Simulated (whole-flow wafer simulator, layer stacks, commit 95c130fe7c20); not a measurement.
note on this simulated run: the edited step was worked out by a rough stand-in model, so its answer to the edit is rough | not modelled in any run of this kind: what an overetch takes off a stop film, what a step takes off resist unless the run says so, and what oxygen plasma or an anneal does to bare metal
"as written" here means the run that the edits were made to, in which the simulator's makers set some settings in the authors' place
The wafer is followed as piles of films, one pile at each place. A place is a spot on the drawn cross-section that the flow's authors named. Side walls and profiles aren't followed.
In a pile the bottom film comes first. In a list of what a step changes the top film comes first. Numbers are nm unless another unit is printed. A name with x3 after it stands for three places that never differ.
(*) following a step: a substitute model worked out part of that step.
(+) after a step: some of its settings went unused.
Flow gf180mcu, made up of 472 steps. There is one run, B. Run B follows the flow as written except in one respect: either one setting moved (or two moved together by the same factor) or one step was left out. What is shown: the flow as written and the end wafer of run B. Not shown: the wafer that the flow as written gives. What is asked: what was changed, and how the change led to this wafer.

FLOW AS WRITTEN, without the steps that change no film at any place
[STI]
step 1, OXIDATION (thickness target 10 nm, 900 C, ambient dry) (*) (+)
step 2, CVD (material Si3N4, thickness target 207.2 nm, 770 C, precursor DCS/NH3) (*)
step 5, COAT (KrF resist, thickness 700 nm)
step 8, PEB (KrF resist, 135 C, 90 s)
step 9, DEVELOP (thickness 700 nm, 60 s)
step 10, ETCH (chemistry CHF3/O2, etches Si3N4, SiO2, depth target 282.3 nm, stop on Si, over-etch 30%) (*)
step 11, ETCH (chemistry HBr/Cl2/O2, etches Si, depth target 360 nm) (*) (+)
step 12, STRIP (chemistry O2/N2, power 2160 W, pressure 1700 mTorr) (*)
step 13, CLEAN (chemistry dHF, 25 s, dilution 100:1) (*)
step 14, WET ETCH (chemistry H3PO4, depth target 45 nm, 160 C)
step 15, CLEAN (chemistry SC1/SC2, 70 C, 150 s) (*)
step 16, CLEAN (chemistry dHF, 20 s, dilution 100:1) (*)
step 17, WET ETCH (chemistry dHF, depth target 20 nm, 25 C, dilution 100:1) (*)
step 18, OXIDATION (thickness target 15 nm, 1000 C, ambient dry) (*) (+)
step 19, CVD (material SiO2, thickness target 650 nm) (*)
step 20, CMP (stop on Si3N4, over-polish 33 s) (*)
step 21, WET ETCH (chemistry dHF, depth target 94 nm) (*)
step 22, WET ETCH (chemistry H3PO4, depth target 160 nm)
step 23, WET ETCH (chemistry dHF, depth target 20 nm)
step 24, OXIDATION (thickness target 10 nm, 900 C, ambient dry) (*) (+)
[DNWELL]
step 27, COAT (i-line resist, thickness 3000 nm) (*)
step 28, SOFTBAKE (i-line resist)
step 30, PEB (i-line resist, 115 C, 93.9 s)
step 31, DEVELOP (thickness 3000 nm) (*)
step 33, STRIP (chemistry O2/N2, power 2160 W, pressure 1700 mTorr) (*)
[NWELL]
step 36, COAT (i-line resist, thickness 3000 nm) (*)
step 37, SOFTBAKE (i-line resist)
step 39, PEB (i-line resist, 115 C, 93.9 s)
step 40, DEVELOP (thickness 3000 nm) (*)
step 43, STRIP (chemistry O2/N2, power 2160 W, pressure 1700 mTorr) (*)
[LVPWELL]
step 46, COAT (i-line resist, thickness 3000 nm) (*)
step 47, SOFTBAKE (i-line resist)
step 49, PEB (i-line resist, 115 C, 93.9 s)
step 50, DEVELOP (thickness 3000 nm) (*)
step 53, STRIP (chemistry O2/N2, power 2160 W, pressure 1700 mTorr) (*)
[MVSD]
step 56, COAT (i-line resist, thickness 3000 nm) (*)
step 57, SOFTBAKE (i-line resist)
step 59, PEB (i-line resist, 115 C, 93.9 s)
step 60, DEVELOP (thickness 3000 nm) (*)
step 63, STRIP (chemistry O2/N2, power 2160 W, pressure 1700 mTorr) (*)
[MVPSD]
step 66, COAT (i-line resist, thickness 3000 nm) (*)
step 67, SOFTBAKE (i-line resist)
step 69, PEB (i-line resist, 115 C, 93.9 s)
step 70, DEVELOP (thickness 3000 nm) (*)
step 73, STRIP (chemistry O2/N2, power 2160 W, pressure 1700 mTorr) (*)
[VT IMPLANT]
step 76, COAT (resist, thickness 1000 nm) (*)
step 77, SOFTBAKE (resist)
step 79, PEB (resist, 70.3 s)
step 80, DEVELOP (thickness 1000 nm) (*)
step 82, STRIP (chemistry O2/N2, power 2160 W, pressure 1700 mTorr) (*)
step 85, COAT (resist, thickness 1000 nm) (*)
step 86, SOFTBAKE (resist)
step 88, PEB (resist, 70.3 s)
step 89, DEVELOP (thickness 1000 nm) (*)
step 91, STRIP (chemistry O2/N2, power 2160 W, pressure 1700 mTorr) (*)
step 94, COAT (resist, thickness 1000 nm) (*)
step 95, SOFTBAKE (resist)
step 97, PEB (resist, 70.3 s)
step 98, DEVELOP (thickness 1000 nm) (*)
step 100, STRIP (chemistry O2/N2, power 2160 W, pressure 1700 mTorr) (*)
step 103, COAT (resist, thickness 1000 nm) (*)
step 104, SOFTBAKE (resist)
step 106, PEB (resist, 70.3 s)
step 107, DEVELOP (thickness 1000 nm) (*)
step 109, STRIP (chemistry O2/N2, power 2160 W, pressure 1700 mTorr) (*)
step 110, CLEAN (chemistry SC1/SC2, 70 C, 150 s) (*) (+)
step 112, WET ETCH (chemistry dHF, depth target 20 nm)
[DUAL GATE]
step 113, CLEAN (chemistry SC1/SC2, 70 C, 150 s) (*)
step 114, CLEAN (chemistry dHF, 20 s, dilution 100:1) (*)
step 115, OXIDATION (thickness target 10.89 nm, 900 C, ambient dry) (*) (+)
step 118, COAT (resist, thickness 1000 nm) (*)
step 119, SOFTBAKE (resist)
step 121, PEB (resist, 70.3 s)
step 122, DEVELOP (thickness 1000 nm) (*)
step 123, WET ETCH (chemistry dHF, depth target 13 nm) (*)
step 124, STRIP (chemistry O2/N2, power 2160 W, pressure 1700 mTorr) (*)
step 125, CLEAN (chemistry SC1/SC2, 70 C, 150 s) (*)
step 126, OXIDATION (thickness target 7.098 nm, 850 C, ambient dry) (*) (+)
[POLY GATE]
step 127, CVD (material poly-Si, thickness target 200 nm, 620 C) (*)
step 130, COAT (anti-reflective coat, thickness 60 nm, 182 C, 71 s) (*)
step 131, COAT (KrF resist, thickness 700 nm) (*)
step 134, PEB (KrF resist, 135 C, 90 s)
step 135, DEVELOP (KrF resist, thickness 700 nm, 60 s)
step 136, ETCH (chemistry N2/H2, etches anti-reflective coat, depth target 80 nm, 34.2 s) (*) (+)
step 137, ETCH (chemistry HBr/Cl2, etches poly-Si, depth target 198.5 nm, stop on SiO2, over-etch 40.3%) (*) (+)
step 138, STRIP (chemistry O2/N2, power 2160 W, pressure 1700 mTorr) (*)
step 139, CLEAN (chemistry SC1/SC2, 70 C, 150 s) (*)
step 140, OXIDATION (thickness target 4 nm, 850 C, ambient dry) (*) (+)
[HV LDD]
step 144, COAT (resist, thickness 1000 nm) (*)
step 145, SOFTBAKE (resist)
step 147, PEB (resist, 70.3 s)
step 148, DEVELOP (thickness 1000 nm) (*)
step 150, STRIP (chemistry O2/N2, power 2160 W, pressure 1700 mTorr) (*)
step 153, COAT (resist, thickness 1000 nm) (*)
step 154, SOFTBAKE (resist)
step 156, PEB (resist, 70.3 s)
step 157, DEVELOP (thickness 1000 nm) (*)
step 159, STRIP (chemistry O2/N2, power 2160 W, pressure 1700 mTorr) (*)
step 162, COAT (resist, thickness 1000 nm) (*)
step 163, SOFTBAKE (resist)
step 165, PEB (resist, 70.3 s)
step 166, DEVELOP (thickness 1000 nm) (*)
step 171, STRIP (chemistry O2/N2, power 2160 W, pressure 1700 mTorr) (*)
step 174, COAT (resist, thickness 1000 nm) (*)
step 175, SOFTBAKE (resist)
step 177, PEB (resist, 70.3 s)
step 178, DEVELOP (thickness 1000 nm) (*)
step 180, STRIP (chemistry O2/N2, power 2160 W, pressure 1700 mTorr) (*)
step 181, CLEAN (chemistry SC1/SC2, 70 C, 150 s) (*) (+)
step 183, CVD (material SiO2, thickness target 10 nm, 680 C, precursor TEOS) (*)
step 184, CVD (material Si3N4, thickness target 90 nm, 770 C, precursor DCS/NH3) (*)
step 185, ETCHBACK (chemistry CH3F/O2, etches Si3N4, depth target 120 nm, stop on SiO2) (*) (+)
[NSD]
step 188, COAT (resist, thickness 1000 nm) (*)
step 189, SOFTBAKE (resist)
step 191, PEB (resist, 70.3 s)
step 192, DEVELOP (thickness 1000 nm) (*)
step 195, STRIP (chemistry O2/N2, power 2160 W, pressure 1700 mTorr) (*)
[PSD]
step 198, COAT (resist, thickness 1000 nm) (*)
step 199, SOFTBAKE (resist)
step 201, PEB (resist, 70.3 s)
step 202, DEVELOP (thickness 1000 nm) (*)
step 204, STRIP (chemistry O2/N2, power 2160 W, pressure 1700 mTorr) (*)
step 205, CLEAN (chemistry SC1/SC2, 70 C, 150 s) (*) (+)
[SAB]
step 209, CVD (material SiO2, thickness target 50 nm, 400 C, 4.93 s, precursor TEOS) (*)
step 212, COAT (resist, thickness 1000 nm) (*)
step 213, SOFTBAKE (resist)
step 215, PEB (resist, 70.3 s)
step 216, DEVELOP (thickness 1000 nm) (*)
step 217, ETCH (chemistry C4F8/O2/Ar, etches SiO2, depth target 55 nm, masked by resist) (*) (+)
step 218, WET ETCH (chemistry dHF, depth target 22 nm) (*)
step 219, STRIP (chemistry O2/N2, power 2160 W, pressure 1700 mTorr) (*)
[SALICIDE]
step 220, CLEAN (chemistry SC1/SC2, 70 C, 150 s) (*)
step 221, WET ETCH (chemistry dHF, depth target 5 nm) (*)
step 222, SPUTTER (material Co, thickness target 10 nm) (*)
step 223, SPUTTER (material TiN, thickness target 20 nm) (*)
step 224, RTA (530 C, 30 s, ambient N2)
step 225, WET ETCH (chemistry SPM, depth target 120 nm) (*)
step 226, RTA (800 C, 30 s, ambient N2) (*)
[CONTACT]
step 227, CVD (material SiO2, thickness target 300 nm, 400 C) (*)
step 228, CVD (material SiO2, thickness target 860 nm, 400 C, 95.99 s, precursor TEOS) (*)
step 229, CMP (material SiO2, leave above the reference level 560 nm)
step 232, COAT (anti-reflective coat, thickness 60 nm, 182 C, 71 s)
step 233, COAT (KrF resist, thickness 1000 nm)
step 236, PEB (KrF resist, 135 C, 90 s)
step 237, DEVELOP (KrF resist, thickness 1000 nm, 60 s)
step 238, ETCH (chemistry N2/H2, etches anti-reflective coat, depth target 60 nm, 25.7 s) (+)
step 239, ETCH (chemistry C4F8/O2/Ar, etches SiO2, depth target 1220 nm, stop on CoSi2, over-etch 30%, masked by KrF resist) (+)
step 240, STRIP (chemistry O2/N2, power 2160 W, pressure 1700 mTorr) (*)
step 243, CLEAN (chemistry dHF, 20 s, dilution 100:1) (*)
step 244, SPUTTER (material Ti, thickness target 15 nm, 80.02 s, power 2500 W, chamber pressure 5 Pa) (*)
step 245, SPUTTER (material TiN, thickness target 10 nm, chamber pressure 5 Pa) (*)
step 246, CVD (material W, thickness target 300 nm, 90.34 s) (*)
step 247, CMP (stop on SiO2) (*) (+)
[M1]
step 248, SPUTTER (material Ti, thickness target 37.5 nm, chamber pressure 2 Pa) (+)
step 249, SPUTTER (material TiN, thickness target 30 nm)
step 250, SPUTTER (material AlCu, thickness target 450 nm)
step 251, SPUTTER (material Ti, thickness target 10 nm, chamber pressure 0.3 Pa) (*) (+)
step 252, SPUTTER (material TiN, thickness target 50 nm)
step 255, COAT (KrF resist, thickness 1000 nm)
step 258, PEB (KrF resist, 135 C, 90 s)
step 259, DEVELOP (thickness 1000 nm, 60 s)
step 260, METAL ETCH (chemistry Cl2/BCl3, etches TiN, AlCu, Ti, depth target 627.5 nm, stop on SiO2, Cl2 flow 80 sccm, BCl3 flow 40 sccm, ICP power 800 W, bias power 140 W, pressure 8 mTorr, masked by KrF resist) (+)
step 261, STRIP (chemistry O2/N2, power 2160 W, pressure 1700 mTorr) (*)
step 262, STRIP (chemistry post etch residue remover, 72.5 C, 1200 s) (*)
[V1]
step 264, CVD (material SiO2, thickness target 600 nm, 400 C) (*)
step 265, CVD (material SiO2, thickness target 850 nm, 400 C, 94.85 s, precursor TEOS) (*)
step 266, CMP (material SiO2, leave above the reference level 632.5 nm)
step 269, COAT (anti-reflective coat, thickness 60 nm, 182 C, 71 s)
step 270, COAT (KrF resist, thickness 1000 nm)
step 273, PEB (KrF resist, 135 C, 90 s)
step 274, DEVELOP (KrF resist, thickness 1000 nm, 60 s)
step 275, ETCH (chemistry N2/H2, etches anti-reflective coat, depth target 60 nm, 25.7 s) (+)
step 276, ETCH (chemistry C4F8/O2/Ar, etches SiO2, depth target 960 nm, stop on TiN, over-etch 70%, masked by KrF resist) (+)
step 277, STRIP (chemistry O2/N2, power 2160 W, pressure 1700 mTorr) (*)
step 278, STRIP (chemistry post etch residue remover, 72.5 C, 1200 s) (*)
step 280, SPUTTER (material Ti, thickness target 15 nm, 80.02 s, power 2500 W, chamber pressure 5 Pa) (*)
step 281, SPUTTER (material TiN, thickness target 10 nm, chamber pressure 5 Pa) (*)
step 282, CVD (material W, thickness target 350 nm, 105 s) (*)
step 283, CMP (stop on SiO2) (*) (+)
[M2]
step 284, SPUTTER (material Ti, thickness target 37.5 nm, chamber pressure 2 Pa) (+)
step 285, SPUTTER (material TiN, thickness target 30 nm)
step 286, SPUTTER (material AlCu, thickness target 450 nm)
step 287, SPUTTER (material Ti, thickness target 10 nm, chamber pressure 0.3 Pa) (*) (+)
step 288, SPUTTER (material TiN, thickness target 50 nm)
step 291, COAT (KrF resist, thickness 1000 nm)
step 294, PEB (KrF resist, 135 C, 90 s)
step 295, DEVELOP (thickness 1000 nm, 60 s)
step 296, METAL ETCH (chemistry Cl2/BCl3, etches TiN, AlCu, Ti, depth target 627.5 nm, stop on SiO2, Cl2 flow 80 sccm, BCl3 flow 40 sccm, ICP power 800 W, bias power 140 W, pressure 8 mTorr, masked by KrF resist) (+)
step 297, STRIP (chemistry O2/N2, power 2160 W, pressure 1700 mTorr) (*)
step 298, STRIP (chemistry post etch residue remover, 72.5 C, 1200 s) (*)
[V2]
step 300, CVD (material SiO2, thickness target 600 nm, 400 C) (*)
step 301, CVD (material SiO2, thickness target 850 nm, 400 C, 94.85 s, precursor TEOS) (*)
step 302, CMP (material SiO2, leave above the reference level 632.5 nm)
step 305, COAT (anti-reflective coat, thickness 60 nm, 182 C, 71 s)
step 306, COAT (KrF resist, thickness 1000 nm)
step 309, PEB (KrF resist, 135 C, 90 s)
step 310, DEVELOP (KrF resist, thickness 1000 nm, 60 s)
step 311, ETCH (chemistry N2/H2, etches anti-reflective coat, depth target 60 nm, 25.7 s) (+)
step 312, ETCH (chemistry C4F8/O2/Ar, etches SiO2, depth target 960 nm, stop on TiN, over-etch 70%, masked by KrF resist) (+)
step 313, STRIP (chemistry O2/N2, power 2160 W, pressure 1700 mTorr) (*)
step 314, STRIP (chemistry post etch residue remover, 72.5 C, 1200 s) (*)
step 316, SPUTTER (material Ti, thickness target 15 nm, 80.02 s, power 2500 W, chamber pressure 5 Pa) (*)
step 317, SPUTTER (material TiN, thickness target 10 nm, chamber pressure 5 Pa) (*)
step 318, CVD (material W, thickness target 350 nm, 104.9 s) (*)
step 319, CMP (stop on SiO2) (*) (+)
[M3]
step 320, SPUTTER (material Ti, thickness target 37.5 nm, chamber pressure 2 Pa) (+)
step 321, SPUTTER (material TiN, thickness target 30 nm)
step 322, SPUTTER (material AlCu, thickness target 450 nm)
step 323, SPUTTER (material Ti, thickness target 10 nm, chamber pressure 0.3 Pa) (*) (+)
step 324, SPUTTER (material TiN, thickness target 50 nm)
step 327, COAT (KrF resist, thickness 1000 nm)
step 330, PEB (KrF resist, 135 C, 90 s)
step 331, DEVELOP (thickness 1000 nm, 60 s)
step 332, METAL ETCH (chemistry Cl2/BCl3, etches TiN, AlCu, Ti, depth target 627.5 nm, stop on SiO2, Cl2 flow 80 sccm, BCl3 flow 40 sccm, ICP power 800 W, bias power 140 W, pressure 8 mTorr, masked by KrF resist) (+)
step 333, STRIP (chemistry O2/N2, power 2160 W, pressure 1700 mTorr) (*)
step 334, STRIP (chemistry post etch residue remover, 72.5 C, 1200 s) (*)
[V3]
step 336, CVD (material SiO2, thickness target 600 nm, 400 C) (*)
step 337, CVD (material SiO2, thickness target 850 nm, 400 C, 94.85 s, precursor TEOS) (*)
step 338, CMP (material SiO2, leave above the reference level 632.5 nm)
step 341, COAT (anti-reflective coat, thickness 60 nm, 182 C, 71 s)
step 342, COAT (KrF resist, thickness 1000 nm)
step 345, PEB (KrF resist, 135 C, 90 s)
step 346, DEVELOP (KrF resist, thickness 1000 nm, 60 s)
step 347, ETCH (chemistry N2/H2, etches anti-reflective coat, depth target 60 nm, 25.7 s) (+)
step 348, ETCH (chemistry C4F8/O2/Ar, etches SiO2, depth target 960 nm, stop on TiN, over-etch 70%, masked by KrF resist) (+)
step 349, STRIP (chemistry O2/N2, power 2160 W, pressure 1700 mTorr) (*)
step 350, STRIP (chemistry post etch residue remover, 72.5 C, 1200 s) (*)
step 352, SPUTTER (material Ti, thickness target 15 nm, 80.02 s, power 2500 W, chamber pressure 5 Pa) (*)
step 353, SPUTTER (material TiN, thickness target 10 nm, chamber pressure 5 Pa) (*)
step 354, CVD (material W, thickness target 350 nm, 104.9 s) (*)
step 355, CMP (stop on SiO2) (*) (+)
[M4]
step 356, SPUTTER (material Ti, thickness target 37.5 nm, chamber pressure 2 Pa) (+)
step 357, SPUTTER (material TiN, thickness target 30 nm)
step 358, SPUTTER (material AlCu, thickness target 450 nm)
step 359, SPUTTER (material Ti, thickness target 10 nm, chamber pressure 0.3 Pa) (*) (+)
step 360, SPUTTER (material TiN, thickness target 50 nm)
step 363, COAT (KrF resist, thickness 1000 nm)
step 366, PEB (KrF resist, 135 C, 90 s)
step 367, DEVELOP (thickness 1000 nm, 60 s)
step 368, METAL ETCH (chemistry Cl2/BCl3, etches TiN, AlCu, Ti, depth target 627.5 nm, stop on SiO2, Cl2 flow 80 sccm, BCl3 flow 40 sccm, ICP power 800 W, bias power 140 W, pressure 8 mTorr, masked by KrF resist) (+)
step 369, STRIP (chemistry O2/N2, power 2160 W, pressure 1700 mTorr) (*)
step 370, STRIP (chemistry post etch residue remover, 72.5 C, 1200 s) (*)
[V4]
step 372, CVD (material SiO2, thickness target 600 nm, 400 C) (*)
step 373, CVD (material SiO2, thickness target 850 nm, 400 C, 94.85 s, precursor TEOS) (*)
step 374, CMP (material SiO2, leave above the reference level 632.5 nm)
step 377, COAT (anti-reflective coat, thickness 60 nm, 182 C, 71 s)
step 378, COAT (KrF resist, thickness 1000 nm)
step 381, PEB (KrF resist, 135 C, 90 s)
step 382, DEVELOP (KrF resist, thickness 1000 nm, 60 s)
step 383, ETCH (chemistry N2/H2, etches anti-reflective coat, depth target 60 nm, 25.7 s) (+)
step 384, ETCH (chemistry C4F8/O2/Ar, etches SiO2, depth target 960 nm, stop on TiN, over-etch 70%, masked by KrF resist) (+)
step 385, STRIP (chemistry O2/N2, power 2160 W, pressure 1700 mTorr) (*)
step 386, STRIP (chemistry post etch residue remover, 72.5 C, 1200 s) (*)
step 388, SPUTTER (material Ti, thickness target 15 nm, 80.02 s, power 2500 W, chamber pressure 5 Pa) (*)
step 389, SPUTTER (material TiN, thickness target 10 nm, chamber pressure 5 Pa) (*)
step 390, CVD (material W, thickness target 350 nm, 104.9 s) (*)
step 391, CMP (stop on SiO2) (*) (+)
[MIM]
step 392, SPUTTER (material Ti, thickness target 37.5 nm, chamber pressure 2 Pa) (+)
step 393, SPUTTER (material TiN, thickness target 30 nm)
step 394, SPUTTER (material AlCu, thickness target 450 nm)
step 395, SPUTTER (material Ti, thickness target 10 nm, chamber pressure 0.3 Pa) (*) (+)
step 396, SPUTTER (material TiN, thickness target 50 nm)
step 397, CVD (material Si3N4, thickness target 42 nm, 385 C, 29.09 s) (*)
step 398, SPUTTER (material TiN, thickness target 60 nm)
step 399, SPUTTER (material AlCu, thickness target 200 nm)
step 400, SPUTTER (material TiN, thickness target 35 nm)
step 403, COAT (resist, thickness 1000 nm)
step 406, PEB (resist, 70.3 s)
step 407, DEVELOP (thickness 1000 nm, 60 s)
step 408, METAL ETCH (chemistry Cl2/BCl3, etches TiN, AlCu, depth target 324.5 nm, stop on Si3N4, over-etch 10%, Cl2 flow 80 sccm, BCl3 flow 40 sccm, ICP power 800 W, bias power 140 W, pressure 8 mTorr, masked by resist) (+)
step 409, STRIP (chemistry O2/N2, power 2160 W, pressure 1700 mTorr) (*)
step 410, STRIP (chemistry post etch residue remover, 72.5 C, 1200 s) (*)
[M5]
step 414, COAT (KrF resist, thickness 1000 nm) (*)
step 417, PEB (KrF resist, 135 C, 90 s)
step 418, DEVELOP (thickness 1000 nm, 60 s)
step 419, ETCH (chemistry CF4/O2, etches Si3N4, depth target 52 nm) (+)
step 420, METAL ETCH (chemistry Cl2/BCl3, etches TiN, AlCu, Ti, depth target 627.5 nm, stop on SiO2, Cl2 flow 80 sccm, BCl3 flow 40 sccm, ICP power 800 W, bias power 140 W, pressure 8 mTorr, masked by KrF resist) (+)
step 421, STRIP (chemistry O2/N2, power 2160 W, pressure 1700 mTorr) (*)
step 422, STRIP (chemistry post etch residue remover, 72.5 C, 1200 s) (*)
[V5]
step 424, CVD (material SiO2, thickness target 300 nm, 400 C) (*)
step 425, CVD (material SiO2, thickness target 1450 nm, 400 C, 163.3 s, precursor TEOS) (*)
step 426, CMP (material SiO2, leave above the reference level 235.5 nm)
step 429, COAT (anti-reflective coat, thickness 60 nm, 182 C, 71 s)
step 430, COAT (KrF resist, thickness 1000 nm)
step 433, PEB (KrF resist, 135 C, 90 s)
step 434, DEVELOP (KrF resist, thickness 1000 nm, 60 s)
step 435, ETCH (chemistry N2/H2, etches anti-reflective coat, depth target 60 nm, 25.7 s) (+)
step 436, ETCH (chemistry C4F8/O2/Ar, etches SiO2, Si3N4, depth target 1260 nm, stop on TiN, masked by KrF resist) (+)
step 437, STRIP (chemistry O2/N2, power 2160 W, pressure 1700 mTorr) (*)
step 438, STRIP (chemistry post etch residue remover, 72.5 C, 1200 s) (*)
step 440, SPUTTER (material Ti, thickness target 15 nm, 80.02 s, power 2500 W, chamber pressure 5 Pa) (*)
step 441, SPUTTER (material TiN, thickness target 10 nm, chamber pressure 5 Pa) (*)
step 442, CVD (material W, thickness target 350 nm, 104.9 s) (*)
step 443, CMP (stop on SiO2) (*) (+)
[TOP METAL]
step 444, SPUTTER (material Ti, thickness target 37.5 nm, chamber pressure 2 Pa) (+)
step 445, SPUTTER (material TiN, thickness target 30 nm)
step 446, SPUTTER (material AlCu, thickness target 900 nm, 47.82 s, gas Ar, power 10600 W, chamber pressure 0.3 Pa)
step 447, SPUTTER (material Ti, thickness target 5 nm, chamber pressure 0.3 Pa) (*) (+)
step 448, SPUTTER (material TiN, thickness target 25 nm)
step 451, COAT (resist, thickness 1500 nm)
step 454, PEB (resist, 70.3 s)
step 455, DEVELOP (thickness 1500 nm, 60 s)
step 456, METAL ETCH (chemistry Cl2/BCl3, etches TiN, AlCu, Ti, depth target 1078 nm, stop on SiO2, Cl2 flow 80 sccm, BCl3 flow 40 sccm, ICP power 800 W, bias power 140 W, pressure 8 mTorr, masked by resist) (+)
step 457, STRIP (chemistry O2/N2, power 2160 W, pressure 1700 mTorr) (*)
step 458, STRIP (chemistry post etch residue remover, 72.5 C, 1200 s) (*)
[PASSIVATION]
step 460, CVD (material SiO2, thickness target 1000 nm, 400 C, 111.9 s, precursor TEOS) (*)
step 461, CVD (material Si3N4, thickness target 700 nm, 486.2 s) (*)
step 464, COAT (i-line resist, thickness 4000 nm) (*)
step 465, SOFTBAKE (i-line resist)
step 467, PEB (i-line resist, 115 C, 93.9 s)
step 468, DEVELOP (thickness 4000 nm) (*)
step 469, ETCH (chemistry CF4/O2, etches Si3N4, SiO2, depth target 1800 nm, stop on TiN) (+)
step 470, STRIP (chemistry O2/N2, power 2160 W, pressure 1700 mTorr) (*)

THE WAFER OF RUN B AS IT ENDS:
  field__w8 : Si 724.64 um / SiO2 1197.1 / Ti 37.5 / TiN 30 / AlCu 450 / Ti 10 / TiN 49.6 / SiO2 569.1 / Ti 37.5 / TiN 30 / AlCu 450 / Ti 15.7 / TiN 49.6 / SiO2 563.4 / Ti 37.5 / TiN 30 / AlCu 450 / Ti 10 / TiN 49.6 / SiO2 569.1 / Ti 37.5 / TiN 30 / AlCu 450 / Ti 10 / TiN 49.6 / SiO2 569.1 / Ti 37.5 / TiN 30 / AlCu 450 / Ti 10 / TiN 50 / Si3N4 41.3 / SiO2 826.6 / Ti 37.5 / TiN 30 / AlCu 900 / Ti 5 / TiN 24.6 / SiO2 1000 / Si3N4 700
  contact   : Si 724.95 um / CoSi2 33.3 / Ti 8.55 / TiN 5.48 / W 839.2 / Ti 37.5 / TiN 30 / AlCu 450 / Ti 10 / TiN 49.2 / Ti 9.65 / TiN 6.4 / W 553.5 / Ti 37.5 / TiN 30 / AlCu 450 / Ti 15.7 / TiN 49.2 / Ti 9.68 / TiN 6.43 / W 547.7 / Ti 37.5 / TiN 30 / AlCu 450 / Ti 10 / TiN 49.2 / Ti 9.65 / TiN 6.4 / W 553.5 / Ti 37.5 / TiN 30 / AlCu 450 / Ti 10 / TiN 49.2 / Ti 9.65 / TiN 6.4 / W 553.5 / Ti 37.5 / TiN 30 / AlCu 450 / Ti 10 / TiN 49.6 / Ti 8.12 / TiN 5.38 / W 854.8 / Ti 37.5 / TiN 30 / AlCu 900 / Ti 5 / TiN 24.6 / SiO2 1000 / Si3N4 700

What caused this: step 287, SPUTTER: thickness target 15.7 nm was run, while the flow as written has thickness target 10 nm.
The wafer itself shows it: field__w8 has Ti 15.7, and step 287 as written asks for 10 nm.

How this came from the change, step by step:
  step 287, SPUTTER (material Ti, thickness target 10 nm, chamber pressure 0.3 Pa) (*) (+)
      field, field__w1, field__w2 and 108 more: Ti gains 15.7 (new film) (as written it would have been: Ti gains 10 (new film))
  step 296, METAL ETCH (chemistry Cl2/BCl3, etches TiN, AlCu, Ti, depth target 627.5 nm, stop on SiO2, Cl2 flow 80 sccm, BCl3 flow 40 sccm, ICP power 800 W, bias power 140 W, pressure 8 mTorr, masked by KrF resist) (+)
      field, field__w1, field__w2 and 103 more: TiN loses 50 (all of it), Ti loses 15.7 (all of it), AlCu loses 450 (all of it), TiN loses 30 (all of it), Ti loses 37.5 (all of it) (as written it would have been: TiN loses 50 (all of it), Ti loses 10 (all of it), AlCu loses 450 (all of it), TiN loses 30 (all of it), Ti loses 37.5 (all of it))
